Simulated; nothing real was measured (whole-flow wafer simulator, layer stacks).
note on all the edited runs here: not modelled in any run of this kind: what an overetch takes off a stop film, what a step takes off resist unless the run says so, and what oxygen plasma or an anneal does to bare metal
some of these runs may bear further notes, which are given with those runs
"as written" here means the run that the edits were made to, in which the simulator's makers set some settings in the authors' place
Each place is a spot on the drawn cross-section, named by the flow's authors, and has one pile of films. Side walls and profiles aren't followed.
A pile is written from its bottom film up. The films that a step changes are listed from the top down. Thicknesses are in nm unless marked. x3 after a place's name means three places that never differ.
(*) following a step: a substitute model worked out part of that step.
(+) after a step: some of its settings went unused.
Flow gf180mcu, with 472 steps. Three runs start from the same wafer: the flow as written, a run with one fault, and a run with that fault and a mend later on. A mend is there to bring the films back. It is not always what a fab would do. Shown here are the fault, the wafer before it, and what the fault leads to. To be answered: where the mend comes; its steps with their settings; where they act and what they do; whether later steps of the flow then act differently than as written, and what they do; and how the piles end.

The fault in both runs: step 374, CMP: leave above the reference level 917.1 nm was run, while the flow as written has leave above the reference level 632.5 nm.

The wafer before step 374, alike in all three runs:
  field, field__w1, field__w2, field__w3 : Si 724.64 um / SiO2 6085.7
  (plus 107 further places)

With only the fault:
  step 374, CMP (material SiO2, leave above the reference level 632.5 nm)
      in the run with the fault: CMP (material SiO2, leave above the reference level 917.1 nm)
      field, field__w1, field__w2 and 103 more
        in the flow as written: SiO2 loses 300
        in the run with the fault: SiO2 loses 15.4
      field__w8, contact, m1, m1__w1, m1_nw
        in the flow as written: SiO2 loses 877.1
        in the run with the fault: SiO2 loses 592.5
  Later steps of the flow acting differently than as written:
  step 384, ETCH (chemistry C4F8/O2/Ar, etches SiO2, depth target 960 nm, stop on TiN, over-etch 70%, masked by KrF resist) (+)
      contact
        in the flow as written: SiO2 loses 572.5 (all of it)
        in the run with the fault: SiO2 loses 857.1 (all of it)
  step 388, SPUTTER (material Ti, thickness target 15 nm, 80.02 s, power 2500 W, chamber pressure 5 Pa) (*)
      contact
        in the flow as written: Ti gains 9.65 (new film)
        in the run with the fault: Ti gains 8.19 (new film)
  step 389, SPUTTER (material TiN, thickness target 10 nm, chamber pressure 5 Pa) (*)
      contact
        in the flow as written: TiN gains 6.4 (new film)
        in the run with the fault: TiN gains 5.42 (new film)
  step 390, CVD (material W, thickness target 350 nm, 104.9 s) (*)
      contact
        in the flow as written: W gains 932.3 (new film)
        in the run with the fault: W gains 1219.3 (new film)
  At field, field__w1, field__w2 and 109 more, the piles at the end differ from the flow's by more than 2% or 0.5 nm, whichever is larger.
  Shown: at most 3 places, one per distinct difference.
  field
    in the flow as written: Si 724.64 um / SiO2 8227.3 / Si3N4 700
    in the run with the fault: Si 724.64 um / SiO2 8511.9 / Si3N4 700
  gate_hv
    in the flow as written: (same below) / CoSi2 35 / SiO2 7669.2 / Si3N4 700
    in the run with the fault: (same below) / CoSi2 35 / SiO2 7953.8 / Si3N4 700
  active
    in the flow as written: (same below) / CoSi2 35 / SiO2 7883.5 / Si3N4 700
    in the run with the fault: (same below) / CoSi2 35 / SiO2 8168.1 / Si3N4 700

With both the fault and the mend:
  The mend follows step 382.
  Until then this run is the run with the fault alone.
  step 382a, STRIP (chemistry O2/N2, power 2160 W, pressure 1700 mTorr) (*)
      field, field__w1, field__w2 and 107 more
        KrF resist loses 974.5 (all of it), anti-reflective coat loses 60 (all of it)
      contact
        anti-reflective coat loses 60 (all of it)
  step 382b, CMP (material SiO2, leave above the reference level 632.5 nm) (a further turn of the flow's step 374)
      field, field__w1, field__w2 and 108 more
        SiO2 loses 284.6
  step 382c, HMDS (120 C, 60 s) (a further turn of the flow's step 376)
      alters no film at any place that is followed
  step 382d, COAT (anti-reflective coat, thickness 60 nm, 182 C, 71 s) (a further turn of the flow's step 377)
      field, field__w1, field__w2 and 108 more
        anti-reflective coat gains 60 (new film)
  step 382e, COAT (KrF resist, thickness 1000 nm) (a further turn of the flow's step 378)
      field, field__w1, field__w2 and 108 more
        KrF resist gains 1000 (new film)
  step 382f, SOFTBAKE (KrF resist) (a further turn of the flow's step 379)
      alters no film at any place that is followed
  step 382g, EXPOSE (photomask Via4) (a further turn of the flow's step 380)
      alters no film at any place that is followed
  step 382h, PEB (KrF resist, 135 C, 90 s) (a further turn of the flow's step 381)
      field, field__w1, field__w2 and 108 more
        KrF resist loses 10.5
  step 382i, DEVELOP (KrF resist, thickness 1000 nm, 60 s) (a further turn of the flow's step 382)
      field, field__w1, field__w2 and 107 more
        KrF resist loses 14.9
      contact
        KrF resist loses 989.5 (all of it)
  Every later step of the flow that is run acts as written at every place that is followed.
  The piles end the same as the flow's at every place that both follow.
